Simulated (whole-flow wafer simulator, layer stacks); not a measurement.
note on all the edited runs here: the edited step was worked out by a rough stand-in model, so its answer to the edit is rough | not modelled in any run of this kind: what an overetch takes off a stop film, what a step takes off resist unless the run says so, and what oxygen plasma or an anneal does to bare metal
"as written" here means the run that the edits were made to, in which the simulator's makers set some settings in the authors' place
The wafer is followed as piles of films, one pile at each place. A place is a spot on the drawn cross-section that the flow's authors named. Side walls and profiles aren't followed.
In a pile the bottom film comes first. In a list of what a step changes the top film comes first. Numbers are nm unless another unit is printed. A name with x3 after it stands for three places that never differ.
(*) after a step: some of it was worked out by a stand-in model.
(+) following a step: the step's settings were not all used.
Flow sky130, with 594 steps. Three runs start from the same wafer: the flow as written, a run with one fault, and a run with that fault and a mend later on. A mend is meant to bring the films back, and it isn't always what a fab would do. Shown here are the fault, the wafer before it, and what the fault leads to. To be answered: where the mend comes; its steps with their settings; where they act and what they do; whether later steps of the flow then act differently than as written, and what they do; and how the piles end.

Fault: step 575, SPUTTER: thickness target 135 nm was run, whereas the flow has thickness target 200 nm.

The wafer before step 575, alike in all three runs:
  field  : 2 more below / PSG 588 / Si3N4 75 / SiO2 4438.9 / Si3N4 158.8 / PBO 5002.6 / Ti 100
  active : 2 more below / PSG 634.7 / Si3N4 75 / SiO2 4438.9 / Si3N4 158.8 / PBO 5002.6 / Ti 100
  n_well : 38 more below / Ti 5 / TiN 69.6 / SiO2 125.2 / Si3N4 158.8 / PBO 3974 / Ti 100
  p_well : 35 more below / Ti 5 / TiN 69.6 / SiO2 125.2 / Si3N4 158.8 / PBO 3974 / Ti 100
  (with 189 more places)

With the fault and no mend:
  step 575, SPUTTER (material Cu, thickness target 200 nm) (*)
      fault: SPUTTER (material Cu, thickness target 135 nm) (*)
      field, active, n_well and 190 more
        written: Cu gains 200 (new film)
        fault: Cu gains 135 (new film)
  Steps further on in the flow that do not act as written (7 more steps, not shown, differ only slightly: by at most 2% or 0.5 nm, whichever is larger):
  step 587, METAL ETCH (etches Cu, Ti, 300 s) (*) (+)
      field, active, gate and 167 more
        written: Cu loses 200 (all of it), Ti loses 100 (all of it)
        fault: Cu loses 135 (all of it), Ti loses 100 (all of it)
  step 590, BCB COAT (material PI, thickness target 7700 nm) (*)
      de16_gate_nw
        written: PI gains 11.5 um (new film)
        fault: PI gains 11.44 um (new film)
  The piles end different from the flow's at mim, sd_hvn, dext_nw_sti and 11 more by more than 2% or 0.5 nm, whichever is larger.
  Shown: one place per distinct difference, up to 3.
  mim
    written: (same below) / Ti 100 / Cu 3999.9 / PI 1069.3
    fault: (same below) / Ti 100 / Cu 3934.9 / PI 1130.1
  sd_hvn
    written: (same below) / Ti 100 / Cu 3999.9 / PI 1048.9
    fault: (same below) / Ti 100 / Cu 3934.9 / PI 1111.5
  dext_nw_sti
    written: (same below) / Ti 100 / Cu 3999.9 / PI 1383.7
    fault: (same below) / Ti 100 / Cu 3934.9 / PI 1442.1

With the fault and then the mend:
  The mend stands after step 575.
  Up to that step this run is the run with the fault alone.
  step 575a, SPUTTER (material Cu, thickness target 65 nm) (*) (a further turn of the flow's step 575, with different settings)
      field, active, n_well and 190 more
        Cu gains 65
  None of the later steps of the flow acts differently than as written at any place that is followed.
  At every place that both follow, the piles at the end match the flow's.
